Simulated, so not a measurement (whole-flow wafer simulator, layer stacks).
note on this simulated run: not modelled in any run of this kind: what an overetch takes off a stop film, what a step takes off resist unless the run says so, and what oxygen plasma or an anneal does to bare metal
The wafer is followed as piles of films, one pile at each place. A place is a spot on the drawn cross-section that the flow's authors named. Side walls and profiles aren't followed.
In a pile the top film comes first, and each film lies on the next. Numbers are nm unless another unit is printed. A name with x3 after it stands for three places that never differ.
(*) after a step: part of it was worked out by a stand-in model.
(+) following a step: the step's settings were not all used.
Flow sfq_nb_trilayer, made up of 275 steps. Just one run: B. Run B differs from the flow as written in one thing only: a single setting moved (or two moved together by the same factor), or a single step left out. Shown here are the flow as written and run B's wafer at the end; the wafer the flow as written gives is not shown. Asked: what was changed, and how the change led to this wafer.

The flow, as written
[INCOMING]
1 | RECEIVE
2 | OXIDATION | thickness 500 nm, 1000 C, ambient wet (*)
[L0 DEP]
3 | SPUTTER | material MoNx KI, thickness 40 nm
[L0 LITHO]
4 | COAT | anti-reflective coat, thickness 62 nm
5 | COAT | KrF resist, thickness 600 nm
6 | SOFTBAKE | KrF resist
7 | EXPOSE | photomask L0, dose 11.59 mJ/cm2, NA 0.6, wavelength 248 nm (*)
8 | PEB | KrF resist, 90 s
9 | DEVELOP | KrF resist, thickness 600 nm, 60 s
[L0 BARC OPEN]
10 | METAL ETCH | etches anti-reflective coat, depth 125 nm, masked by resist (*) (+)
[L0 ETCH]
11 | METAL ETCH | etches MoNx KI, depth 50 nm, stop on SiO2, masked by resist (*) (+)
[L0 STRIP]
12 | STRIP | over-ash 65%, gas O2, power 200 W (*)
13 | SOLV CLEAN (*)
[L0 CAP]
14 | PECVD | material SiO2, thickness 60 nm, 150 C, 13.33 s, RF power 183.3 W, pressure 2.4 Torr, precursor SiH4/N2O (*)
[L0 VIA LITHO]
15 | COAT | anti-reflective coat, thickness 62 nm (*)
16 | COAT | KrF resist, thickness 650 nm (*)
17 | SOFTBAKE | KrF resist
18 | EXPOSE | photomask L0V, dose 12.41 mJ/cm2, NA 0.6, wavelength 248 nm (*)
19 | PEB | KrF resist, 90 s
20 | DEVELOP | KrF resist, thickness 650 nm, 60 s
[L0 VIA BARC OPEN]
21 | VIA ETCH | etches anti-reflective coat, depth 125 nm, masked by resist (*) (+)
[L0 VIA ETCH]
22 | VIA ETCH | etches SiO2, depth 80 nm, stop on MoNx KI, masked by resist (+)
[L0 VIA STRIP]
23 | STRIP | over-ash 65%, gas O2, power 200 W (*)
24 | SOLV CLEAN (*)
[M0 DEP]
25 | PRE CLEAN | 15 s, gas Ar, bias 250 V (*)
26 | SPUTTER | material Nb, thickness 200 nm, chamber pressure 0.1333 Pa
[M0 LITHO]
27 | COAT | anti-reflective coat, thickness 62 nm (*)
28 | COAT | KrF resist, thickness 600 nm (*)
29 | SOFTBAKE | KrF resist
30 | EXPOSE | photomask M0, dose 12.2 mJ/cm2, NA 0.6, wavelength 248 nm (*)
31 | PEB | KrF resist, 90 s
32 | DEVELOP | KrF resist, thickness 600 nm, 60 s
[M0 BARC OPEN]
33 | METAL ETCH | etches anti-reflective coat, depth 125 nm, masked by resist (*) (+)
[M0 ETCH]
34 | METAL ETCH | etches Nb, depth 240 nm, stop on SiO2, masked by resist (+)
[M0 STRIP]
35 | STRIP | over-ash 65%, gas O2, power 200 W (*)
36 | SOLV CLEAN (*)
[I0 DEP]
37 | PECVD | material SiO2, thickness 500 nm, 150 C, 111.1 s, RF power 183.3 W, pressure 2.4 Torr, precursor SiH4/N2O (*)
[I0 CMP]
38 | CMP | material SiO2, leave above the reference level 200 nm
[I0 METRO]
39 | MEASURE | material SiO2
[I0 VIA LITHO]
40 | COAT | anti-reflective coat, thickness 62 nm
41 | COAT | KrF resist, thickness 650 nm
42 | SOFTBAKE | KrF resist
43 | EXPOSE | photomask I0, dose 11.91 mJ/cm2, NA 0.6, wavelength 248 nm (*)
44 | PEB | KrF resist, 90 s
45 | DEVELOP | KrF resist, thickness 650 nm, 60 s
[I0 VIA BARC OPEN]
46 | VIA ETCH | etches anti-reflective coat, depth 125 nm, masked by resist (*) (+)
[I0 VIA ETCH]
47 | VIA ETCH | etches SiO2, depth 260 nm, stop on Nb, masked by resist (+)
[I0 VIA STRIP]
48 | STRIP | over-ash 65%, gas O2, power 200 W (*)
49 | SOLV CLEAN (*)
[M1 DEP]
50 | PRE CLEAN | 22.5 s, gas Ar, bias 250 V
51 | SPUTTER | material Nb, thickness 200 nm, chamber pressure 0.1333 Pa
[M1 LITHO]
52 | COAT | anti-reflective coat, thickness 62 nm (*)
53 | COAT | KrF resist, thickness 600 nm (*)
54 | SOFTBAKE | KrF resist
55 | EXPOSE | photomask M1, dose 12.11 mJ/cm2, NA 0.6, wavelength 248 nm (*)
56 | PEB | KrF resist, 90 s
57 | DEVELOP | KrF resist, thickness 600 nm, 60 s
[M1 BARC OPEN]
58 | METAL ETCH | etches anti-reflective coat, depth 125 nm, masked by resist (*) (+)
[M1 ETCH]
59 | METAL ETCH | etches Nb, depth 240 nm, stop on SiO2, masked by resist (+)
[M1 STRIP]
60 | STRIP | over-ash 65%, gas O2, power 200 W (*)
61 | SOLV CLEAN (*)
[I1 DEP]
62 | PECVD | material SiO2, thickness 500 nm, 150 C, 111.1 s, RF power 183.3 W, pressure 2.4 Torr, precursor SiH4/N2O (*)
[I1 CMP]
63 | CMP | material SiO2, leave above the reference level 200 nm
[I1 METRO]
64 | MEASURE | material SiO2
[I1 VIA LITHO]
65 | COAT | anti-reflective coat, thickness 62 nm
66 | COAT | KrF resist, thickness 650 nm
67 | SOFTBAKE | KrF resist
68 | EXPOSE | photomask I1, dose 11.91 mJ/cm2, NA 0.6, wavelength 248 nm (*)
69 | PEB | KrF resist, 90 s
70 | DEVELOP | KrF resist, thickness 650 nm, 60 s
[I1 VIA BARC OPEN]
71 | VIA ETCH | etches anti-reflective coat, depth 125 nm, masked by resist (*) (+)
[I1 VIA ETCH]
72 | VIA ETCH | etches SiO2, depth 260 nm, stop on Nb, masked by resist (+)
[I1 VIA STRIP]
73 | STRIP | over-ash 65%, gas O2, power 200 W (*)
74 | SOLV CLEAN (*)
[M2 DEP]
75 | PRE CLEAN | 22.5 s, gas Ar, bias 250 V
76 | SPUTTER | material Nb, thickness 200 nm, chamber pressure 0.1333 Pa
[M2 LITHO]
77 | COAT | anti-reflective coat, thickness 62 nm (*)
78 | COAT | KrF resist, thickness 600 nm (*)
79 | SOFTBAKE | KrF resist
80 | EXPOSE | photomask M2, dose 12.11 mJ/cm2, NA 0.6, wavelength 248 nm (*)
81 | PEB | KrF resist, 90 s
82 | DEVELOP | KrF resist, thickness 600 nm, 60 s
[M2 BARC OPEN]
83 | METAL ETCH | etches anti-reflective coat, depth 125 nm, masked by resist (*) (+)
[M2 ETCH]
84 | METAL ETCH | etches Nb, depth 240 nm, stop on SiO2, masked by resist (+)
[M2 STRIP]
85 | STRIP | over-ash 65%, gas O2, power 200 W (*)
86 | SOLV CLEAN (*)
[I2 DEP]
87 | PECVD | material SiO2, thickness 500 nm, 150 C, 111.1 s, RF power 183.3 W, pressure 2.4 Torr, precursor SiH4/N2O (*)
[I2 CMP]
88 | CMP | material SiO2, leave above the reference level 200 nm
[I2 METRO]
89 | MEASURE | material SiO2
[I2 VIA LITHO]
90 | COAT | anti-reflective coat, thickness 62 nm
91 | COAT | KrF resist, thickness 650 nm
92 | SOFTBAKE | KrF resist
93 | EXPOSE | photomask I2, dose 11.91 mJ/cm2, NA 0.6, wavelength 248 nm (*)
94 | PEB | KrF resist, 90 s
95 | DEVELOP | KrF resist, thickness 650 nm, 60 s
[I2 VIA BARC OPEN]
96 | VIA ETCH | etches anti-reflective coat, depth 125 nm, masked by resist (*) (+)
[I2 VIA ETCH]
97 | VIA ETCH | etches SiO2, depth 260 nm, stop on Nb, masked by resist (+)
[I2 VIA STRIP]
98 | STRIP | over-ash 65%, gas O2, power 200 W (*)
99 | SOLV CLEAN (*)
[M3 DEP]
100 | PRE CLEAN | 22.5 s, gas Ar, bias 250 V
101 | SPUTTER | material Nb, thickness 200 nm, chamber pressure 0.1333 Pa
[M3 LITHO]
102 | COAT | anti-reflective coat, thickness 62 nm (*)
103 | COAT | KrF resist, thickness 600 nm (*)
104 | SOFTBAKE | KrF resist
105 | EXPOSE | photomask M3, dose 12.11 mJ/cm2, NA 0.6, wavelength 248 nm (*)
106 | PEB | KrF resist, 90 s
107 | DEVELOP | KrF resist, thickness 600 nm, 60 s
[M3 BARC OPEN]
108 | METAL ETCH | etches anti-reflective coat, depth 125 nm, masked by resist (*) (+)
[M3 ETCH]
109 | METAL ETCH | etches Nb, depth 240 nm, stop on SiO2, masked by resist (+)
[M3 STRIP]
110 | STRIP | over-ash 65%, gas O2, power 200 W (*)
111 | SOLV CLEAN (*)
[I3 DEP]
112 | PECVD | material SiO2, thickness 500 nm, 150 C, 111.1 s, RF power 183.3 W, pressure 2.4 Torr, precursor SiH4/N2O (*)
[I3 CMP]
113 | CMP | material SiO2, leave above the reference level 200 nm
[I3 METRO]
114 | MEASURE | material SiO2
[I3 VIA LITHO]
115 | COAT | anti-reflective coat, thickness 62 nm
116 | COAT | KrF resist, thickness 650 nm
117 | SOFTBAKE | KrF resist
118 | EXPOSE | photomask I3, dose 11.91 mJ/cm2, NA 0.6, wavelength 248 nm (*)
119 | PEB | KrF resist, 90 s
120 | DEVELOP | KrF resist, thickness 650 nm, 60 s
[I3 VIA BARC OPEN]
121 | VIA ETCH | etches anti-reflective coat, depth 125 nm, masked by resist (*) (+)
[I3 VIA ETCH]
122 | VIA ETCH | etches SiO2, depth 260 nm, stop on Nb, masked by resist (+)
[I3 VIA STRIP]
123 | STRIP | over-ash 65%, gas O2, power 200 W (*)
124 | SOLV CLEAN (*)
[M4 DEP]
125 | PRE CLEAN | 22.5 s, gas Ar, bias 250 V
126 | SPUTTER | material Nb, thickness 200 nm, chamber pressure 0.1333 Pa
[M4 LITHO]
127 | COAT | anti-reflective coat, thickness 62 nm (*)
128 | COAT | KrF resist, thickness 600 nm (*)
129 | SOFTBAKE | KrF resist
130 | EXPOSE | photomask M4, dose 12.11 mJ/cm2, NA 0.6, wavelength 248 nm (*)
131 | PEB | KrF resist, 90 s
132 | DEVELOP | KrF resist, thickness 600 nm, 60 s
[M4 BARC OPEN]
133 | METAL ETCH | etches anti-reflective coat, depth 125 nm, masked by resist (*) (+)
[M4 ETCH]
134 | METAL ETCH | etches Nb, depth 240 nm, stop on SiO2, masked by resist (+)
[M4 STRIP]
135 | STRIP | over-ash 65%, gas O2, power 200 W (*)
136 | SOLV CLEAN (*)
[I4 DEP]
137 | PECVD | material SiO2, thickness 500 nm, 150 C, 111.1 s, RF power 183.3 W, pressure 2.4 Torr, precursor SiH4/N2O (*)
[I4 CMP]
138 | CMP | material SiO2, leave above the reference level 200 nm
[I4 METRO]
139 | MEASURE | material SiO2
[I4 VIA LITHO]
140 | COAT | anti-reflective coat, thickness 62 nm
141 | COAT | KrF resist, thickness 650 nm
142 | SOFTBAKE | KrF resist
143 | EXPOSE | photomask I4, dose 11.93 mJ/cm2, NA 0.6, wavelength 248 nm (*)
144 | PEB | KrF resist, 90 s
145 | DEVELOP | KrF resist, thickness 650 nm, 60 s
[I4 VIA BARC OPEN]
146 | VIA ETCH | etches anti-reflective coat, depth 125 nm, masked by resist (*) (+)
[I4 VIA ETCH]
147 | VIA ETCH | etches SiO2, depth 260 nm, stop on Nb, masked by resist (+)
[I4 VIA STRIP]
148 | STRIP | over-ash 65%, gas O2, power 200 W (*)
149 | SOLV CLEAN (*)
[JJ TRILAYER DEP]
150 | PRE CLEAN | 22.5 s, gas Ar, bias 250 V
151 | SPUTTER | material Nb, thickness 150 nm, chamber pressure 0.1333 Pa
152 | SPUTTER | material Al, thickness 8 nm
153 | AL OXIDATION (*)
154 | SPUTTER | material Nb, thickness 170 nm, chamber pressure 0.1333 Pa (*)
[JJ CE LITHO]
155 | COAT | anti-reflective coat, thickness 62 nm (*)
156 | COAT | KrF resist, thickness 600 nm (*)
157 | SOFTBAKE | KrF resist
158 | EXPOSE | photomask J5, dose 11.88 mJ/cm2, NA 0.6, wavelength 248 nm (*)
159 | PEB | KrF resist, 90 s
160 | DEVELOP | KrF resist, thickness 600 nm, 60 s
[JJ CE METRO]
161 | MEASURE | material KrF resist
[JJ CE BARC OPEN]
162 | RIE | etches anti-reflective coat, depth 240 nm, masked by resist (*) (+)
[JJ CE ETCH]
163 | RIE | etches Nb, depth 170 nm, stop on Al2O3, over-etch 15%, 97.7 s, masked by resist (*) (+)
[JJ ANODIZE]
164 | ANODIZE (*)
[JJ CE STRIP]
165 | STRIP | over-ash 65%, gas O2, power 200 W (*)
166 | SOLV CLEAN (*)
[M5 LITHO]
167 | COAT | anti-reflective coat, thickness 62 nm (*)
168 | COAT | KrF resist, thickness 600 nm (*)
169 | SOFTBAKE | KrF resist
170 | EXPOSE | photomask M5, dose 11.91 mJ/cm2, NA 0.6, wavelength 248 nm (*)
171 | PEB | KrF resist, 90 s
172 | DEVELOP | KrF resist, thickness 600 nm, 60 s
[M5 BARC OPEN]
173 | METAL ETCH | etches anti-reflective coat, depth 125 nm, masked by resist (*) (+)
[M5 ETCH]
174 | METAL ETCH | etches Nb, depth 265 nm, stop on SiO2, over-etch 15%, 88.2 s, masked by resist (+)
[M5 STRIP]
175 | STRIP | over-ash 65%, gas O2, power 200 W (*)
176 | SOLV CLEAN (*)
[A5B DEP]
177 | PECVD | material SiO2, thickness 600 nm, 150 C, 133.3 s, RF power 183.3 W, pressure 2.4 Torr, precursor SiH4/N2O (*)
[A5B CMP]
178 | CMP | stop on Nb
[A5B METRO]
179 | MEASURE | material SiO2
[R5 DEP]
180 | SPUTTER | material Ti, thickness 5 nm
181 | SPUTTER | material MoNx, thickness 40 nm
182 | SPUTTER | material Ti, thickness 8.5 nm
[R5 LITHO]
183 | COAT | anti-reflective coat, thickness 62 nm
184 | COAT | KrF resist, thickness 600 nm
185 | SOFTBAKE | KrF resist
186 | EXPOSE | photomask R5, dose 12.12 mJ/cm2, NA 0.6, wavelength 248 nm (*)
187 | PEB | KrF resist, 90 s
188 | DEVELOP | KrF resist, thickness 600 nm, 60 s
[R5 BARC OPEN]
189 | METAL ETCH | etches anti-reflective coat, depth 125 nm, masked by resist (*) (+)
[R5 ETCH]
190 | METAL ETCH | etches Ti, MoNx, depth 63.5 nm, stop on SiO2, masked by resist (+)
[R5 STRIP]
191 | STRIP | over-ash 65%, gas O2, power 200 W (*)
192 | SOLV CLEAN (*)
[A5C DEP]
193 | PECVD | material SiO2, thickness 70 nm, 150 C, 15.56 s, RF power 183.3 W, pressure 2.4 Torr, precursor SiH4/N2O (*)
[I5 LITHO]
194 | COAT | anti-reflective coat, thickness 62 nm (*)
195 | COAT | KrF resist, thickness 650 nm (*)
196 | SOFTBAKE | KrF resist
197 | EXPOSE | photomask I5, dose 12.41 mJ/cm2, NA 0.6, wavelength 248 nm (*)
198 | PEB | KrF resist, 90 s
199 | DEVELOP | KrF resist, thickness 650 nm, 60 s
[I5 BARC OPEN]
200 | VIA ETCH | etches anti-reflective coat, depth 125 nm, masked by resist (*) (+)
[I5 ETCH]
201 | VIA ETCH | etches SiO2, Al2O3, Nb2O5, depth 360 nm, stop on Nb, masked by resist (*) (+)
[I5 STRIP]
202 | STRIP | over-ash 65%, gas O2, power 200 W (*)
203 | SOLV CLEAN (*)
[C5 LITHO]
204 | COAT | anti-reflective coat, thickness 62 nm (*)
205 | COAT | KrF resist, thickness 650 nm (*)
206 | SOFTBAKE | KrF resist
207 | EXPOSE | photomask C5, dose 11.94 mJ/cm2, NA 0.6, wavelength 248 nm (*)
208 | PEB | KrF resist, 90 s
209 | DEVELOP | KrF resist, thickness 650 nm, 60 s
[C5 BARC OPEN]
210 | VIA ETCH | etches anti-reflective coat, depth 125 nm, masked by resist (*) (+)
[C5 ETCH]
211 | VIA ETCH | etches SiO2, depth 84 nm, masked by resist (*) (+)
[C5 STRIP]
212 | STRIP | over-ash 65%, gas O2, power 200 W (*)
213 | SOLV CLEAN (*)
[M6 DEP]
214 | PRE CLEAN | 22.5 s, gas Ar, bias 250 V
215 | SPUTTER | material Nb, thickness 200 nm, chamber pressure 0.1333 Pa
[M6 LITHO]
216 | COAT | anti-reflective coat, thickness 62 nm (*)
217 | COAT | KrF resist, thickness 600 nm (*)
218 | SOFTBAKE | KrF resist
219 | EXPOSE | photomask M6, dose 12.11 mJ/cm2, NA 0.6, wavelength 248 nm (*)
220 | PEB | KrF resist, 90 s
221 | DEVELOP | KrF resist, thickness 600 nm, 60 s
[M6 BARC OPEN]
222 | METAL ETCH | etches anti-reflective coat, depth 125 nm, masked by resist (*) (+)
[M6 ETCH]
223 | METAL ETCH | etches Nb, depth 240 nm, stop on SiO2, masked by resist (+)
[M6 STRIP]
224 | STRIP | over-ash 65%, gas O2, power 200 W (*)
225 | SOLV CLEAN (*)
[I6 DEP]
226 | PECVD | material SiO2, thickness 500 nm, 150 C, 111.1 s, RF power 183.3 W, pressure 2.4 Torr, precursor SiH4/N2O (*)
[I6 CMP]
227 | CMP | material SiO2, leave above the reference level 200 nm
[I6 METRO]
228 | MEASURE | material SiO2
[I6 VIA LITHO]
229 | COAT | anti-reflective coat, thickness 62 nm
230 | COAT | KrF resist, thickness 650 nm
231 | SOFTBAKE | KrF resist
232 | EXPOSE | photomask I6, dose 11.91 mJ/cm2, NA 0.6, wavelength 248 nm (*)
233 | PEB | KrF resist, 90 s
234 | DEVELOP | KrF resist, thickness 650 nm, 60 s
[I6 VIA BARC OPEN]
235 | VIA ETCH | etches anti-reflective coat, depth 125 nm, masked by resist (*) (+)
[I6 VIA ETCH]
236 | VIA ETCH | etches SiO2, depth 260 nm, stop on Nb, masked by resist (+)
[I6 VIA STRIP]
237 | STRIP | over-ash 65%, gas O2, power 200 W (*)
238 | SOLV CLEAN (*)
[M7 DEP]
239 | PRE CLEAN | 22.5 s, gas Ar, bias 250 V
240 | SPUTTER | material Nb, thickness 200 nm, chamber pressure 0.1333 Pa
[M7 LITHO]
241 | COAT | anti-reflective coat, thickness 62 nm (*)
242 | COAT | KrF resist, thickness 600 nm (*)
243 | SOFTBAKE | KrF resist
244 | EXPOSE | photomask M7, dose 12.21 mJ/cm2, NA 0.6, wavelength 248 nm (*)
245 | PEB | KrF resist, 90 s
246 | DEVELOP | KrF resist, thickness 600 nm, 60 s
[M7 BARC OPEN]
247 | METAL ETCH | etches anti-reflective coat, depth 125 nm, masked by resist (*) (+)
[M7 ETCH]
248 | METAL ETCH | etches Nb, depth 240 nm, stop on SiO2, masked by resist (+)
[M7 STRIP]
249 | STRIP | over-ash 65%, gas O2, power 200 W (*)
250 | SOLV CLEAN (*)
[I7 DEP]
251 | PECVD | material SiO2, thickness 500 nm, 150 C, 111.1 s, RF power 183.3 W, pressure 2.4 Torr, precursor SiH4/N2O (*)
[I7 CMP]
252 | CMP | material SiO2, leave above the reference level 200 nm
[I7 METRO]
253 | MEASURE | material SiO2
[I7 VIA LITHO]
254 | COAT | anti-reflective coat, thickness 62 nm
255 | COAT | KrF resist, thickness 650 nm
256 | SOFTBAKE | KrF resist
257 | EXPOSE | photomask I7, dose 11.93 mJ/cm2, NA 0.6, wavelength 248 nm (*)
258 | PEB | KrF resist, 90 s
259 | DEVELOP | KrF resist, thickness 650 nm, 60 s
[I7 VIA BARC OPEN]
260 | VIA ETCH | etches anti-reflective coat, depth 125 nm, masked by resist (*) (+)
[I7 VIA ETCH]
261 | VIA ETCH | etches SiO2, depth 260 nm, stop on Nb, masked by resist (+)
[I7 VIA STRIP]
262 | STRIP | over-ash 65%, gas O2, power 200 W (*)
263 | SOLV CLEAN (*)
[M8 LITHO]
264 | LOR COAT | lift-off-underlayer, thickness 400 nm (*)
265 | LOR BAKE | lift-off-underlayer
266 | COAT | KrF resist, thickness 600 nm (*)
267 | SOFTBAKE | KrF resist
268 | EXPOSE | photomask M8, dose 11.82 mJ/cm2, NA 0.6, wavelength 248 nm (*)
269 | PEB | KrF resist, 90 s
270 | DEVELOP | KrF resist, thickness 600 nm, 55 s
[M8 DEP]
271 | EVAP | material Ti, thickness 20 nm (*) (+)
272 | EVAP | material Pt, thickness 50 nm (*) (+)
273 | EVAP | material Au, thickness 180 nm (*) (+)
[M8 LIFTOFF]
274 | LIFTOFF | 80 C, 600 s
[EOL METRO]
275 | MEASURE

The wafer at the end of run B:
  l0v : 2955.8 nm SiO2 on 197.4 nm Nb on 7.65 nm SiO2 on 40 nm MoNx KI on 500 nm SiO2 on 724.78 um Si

Cause: step 22, VIA ETCH: depth 47.2 nm was run, whereas the flow has depth 80 nm.

How this came from the change, step by step:
  22 | VIA ETCH | etches SiO2, depth 80 nm, stop on MoNx KI, masked by resist (+)
      l0v: SiO2 loses 47.2 (it would be, as written: SiO2 loses 59.8 (all of it))
      field_l, v_sur, via_wl and 102 more: KrF resist loses 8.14 (it would be, as written: KrF resist loses 13.8)
  25 | PRE CLEAN | 15 s, gas Ar, bias 250 V (*)
      l0v: SiO2 loses 5 (it would be, as written: MoNx KI loses 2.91)
  27 | COAT | anti-reflective coat, thickness 62 nm (*)
      l0_sur: anti-reflective coat gains 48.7 (new film) (it would be, as written: anti-reflective coat gains 47.5 (new film))
      l0v: anti-reflective coat gains 74.8 (new film) (it would be, as written: anti-reflective coat gains 78 (new film))
  35 | STRIP | over-ash 65%, gas O2, power 200 W (*)
      l0_sur: KrF resist loses 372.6 (all of it), anti-reflective coat loses 48.7 (all of it) (it would be, as written: KrF resist loses 372 (all of it), anti-reflective coat loses 47.5 (all of it))
      l0v: KrF resist loses 398.7 (all of it), anti-reflective coat loses 74.8 (all of it) (it would be, as written: KrF resist loses 405.3 (all of it), anti-reflective coat loses 78 (all of it))
  38 | CMP | material SiO2, leave above the reference level 200 nm
      l0v: SiO2 loses 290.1 (it would be, as written: SiO2 loses 277.8)
Taking metal films that touch as one body, l0v has 2 bodies (between them, from the top down: SiO2 7.65); the flow as written gives 1 body.
